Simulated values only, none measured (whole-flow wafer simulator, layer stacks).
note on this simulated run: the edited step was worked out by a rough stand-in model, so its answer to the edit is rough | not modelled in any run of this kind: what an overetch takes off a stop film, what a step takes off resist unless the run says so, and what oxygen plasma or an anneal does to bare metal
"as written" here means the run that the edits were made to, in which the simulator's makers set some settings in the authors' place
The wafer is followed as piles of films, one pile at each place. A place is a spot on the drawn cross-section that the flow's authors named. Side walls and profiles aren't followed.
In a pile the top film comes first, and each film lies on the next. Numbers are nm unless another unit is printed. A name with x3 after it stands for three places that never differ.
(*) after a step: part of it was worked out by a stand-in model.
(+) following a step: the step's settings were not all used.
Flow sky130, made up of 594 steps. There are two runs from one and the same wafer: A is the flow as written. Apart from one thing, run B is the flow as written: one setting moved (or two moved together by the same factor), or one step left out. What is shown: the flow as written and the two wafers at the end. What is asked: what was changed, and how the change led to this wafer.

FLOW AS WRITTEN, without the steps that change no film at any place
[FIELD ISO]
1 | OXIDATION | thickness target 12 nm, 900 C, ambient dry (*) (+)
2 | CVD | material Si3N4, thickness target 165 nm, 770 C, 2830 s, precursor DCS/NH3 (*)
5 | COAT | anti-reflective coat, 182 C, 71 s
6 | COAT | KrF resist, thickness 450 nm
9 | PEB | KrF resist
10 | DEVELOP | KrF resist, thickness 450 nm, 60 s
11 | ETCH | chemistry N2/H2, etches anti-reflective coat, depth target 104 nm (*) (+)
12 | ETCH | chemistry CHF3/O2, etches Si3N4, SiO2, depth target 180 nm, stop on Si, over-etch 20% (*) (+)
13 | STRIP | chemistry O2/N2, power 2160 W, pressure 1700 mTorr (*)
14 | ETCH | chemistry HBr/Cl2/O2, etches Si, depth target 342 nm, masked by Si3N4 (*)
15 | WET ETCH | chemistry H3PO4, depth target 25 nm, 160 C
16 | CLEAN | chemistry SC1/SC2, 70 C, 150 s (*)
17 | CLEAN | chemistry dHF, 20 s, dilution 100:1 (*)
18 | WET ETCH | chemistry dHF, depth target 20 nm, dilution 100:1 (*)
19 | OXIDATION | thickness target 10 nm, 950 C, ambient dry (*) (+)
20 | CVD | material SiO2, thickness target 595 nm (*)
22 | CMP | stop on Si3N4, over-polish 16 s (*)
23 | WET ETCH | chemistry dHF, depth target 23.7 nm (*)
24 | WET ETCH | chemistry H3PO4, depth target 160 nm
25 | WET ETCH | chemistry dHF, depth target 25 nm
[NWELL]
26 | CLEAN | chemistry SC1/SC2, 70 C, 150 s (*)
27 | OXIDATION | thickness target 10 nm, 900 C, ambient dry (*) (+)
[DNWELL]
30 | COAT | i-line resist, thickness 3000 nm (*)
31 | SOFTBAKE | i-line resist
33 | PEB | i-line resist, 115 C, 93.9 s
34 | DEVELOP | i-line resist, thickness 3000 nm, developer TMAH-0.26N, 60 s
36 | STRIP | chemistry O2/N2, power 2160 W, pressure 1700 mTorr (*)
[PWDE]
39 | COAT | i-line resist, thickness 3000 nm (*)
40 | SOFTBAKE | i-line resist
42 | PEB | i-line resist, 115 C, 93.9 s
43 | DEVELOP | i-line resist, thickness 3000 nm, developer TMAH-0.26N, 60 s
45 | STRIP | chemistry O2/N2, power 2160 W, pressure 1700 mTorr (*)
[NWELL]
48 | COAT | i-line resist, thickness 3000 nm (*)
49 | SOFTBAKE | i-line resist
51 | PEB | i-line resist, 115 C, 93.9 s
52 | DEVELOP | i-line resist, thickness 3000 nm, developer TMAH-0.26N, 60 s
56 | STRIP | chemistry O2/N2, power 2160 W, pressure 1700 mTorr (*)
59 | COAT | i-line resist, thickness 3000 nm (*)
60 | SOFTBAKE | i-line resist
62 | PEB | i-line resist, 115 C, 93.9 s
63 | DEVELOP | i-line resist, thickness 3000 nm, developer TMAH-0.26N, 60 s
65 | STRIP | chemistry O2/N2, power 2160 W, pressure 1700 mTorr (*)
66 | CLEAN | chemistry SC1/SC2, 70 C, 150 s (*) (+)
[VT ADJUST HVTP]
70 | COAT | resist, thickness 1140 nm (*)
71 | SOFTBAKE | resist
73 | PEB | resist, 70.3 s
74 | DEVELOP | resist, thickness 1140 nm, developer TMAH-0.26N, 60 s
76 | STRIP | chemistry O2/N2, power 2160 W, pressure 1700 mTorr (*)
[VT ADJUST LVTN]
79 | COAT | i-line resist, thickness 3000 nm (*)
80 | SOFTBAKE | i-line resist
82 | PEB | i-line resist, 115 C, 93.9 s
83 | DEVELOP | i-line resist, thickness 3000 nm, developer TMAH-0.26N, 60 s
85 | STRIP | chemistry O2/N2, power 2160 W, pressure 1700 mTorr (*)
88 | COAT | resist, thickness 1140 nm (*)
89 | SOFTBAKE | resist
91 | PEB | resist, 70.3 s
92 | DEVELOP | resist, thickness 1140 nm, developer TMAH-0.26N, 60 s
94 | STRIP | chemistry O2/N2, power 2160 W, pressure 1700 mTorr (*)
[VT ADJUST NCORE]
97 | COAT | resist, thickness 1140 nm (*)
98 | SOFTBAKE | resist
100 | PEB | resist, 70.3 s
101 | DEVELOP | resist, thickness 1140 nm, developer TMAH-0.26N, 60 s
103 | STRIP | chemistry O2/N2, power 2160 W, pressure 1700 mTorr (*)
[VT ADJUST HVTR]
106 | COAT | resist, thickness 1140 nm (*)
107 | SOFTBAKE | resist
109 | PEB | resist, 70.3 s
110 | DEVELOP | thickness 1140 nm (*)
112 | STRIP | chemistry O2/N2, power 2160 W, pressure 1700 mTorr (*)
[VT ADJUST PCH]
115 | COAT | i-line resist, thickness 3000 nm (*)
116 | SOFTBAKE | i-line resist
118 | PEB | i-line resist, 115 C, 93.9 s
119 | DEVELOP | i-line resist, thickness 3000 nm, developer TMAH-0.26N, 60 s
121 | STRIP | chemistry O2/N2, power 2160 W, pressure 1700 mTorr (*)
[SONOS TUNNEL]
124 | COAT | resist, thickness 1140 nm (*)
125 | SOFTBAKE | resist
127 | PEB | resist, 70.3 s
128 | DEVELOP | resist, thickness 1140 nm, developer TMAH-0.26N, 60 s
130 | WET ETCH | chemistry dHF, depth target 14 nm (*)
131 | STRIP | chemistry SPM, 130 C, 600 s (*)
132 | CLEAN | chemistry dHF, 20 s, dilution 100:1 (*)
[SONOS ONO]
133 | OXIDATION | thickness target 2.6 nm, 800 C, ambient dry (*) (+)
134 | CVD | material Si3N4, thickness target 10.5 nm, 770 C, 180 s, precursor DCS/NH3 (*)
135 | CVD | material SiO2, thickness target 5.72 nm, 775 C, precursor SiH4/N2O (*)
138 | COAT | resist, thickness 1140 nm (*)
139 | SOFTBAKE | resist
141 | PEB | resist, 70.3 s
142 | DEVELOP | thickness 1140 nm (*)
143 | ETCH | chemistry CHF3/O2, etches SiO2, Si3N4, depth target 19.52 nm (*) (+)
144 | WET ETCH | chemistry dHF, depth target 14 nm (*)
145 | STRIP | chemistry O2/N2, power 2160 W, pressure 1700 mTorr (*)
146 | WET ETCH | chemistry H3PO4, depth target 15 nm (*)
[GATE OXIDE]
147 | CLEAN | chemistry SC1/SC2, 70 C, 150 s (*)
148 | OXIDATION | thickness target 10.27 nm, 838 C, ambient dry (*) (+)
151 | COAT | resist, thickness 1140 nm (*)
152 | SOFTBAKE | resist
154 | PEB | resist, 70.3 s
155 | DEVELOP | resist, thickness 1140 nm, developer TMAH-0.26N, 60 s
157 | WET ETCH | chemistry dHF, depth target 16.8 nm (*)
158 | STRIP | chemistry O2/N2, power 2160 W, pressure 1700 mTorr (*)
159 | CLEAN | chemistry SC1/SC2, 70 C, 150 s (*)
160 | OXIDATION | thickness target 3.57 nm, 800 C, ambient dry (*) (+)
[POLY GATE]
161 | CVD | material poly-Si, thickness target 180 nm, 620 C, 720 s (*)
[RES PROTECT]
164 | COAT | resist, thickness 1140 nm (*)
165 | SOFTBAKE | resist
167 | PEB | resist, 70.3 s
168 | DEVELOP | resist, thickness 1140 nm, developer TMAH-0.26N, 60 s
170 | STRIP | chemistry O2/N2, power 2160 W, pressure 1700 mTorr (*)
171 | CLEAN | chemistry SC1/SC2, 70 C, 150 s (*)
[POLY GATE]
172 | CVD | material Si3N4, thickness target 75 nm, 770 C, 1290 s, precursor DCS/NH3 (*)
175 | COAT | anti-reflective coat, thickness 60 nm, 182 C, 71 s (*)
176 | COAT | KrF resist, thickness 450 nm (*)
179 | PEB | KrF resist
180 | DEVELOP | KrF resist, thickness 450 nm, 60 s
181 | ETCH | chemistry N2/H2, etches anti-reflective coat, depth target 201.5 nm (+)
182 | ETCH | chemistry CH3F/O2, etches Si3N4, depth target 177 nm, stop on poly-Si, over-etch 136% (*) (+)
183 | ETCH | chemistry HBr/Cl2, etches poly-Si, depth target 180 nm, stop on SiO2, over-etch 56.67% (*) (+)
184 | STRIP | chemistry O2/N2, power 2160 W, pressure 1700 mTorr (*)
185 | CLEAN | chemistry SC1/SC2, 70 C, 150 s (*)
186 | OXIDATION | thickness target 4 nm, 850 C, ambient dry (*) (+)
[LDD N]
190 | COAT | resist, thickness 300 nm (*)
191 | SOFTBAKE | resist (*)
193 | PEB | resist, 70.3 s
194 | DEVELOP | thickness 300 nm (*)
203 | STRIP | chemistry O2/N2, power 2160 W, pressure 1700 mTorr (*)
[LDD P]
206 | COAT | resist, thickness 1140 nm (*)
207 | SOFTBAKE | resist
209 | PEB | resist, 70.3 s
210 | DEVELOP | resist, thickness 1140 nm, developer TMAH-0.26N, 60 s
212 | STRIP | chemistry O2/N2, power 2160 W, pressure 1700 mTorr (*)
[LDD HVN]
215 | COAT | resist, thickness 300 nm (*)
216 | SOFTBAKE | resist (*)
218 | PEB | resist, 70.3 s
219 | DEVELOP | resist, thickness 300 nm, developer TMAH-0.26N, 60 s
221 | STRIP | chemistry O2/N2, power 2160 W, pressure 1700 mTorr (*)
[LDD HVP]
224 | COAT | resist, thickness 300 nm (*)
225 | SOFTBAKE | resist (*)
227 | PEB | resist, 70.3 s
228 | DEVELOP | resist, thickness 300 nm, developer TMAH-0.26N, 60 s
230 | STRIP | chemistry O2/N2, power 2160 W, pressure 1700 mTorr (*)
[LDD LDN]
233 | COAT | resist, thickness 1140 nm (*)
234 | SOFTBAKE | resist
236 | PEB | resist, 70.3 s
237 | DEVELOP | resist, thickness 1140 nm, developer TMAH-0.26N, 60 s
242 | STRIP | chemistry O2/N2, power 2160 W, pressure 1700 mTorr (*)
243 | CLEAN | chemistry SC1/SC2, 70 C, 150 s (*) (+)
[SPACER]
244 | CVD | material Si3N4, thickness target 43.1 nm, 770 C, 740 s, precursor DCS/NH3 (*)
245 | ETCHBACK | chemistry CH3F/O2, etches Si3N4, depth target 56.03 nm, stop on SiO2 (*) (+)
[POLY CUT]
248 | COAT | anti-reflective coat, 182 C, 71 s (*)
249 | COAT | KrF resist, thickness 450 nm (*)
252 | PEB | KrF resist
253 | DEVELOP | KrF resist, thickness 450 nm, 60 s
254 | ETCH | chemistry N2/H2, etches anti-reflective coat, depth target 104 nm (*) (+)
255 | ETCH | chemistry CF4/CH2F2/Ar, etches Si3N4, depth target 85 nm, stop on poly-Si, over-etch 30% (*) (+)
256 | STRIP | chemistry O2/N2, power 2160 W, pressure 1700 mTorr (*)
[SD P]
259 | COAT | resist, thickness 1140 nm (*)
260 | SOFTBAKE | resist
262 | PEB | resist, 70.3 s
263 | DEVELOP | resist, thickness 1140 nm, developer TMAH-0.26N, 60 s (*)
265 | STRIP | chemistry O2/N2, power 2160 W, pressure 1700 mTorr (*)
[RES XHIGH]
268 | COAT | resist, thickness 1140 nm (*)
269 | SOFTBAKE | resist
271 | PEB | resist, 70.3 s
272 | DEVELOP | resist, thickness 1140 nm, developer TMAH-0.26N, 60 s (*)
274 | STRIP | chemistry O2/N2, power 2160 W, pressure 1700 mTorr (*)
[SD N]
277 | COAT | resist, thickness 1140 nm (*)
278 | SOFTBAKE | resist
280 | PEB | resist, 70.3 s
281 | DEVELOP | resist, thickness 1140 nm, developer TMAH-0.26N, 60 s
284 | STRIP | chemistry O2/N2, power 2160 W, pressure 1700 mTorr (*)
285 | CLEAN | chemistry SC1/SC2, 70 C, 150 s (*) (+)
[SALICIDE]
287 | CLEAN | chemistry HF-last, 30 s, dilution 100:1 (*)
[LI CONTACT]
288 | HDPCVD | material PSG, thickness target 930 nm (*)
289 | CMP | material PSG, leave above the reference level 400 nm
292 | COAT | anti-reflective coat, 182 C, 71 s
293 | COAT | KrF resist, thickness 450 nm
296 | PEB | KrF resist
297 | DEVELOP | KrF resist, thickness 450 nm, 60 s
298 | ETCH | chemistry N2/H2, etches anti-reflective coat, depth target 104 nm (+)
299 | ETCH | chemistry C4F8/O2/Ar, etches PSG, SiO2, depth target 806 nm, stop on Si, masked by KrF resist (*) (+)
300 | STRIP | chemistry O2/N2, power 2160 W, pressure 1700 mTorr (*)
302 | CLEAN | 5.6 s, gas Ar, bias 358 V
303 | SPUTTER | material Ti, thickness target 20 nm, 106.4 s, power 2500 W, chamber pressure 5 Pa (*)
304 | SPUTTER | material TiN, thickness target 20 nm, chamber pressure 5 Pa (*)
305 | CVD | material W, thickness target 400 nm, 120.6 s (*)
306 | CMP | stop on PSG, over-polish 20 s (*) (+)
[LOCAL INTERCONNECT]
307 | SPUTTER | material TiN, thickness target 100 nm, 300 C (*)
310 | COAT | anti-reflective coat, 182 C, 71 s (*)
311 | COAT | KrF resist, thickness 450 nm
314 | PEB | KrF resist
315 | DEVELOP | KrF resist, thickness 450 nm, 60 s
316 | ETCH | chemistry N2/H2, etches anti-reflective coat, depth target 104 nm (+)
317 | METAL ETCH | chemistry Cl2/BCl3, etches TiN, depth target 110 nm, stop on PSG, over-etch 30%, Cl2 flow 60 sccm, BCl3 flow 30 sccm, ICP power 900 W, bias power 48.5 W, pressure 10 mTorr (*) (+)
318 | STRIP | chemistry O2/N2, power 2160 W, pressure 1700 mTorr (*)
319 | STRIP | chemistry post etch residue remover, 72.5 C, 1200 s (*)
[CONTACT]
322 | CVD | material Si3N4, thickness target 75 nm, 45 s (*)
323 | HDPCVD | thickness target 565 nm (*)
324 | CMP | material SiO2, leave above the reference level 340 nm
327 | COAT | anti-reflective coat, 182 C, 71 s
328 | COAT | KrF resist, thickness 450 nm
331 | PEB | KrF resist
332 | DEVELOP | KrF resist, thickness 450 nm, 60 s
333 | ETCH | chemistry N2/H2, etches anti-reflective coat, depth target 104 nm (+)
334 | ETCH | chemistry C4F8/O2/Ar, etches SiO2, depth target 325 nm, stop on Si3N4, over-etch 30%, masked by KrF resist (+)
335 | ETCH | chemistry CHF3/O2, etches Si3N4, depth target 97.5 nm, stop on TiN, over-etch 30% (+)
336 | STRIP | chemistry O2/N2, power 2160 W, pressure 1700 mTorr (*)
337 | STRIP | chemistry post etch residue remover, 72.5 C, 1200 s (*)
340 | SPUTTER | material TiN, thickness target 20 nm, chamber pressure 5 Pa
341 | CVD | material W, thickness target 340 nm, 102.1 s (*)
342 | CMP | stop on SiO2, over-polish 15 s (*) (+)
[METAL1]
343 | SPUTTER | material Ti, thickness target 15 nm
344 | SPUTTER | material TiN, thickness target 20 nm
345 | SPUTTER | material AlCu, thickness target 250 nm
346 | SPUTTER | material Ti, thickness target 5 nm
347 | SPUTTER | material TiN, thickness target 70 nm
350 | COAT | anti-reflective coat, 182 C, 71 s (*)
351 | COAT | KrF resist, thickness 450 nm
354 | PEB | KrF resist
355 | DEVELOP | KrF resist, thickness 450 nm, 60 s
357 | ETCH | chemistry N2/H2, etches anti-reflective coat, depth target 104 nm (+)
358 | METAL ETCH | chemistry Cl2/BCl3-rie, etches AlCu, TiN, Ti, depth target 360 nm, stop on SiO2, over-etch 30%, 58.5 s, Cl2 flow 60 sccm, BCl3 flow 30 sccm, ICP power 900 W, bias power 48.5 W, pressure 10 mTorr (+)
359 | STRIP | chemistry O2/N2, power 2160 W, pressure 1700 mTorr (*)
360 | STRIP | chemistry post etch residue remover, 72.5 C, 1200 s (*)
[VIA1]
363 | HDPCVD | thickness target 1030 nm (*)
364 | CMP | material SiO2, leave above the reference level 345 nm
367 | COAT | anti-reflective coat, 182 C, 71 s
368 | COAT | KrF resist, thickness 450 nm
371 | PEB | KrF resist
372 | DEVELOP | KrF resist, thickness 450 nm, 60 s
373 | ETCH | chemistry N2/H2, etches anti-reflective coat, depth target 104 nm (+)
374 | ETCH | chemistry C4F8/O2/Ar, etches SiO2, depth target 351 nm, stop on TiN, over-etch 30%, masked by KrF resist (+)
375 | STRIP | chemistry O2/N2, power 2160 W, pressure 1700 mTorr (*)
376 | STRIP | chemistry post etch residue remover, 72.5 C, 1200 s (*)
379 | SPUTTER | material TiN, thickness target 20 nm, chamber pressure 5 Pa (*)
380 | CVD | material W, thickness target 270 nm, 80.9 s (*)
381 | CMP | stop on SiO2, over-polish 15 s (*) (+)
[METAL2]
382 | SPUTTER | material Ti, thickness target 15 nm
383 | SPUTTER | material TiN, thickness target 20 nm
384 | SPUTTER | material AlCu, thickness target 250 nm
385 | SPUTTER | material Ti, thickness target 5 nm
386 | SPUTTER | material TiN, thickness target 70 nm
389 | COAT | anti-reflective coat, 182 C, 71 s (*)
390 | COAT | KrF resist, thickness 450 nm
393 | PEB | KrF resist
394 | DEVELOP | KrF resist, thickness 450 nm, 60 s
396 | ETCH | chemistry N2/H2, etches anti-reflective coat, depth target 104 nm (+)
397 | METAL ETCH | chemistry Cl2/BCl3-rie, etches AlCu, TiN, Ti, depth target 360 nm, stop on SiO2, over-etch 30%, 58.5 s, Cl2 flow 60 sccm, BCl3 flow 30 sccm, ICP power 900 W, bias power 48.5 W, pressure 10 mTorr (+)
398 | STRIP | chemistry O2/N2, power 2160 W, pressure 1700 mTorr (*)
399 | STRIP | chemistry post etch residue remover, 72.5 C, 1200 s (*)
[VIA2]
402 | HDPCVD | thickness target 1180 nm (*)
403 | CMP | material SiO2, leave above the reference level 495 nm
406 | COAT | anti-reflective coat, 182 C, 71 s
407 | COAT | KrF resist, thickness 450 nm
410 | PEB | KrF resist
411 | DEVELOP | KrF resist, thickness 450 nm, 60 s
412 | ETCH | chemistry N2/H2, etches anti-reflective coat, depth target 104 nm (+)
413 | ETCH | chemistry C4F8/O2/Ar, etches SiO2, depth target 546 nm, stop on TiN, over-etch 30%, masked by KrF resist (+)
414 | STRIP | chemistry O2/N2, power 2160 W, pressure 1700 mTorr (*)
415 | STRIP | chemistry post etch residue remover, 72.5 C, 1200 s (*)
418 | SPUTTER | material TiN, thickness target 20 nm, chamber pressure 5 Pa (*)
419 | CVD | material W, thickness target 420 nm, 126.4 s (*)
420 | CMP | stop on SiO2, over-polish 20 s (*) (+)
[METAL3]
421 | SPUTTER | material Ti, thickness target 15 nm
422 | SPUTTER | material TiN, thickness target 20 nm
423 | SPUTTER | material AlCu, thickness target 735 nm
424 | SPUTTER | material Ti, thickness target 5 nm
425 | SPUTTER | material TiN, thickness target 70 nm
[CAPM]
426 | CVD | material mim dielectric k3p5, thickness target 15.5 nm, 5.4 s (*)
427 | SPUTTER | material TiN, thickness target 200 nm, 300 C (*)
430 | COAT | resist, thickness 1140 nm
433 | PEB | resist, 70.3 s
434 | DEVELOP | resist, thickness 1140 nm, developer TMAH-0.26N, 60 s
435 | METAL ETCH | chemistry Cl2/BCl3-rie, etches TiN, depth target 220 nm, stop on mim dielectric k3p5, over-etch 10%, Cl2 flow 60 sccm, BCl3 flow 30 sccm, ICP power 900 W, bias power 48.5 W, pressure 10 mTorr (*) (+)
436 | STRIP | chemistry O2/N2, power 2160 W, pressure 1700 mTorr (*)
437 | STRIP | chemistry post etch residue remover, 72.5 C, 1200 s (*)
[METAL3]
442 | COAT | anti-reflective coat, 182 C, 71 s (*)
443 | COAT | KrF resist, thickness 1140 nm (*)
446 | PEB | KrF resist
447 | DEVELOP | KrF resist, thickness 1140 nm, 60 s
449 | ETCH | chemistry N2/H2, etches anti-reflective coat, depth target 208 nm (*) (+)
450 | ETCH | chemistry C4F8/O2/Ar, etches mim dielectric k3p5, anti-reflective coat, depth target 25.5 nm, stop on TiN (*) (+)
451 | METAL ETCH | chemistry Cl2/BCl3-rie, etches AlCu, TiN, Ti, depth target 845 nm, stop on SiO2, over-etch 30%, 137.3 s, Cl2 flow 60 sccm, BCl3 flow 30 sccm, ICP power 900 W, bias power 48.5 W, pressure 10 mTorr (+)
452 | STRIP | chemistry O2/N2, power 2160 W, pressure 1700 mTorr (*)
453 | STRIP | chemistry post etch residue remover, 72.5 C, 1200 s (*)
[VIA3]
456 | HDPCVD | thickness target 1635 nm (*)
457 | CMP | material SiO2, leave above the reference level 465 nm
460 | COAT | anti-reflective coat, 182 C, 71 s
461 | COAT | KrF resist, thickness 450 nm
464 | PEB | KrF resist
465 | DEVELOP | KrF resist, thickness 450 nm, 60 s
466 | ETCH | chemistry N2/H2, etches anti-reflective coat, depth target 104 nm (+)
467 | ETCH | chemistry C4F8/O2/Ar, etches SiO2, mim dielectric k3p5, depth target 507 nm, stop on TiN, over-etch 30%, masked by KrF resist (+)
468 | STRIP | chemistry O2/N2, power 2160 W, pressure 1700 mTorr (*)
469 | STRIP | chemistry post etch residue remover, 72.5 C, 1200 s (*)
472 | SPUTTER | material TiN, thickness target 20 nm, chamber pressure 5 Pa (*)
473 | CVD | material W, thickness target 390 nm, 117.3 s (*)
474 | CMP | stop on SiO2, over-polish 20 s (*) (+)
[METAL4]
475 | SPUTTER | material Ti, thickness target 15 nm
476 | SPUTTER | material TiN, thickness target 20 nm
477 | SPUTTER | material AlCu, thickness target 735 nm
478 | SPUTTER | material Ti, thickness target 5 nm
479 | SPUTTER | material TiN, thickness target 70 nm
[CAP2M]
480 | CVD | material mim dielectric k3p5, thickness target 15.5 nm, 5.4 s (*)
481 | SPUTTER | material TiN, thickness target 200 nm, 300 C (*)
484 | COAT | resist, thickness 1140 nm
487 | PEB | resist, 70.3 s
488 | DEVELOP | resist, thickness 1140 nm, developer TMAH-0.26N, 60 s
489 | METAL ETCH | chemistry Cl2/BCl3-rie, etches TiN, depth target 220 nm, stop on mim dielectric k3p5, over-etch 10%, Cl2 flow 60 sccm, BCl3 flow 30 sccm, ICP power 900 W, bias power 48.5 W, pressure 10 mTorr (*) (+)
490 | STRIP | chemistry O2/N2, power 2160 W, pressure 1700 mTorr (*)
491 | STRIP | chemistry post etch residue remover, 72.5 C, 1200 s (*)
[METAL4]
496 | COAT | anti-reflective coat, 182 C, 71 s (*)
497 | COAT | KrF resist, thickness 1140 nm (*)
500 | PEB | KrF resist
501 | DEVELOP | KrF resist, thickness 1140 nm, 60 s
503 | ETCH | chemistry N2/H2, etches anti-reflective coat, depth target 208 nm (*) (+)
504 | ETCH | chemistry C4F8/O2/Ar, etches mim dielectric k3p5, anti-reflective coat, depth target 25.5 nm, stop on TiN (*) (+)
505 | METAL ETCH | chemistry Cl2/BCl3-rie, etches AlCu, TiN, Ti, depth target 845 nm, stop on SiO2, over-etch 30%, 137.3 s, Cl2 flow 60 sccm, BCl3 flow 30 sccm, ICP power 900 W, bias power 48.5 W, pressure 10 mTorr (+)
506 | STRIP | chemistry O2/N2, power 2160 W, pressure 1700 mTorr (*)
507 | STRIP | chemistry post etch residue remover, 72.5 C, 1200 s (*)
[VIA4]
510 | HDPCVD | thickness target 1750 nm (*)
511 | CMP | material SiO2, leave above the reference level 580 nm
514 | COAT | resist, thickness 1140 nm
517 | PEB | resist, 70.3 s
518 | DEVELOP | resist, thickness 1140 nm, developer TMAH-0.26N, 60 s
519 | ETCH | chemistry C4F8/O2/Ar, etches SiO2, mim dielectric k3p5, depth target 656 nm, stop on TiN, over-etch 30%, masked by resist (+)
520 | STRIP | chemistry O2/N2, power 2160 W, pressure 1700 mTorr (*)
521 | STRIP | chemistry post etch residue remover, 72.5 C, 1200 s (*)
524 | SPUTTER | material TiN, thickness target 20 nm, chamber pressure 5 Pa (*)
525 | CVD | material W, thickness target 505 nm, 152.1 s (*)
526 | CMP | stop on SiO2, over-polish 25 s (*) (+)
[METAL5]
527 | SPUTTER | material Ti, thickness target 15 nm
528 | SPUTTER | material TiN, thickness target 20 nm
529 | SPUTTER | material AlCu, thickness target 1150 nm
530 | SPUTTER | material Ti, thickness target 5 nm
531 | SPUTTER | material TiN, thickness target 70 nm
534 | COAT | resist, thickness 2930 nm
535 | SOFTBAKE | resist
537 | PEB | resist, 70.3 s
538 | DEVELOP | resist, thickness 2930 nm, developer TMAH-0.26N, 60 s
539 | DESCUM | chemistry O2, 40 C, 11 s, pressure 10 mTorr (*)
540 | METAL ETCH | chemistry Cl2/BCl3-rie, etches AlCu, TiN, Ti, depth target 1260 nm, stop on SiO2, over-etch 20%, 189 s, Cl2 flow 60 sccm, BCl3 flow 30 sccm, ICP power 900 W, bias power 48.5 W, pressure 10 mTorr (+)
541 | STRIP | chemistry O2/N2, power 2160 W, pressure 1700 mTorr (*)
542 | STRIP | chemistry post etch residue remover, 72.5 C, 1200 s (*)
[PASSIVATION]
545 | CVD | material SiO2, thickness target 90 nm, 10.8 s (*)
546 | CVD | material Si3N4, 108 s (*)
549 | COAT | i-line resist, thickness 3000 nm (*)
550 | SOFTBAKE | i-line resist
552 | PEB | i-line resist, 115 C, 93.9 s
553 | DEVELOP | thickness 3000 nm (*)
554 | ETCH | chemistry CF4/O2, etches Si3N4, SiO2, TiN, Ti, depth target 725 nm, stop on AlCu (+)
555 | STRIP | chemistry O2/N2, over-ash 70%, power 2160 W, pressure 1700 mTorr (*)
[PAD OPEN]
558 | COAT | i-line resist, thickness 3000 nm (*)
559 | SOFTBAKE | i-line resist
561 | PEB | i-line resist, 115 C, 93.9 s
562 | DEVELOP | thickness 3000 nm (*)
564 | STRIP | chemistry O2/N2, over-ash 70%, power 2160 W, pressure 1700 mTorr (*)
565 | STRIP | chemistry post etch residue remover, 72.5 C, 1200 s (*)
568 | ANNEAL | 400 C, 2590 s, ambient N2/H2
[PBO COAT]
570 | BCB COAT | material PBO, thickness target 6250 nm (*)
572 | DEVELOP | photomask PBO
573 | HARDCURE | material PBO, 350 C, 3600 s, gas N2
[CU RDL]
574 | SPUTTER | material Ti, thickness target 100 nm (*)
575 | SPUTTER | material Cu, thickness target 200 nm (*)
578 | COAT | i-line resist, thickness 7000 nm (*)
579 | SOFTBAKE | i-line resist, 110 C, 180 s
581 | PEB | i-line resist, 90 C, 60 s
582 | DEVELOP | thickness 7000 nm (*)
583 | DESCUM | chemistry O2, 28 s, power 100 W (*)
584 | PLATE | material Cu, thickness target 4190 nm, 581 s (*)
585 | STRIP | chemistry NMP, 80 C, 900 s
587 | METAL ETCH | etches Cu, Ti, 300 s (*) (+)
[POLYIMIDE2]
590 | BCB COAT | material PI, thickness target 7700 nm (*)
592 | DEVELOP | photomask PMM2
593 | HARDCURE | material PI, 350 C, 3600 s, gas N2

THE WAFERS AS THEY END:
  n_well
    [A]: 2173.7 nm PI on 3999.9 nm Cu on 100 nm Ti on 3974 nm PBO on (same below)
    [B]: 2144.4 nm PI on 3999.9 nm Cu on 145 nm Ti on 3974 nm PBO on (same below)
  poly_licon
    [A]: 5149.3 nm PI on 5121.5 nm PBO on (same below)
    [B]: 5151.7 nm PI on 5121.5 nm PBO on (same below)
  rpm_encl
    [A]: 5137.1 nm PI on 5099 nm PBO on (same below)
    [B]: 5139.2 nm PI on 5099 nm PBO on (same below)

What caused this: step 574, SPUTTER: thickness target 145 nm was run, while the flow as written has thickness target 100 nm.
The wafer lets one read it off: n_well has Ti 145, and step 574 as written asks for 100 nm.

Step by step, how the change led to this:
  574 | SPUTTER | material Ti, thickness target 100 nm (*)
      field, active, n_well and 190 more: A +100 Ti (new film) | B +145 Ti (new film)
  587 | METAL ETCH | etches Cu, Ti, 300 s (*) (+)
      field, active, gate and 167 more: A -200 Cu (all of it), -100 Ti (all of it) | B -200 Cu (all of it), -145 Ti (all of it)
  590 | BCB COAT | material PI, thickness target 7700 nm (*)
      de16_gate_nw: A +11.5 um PI (new film) | B +11.54 um PI (new film)
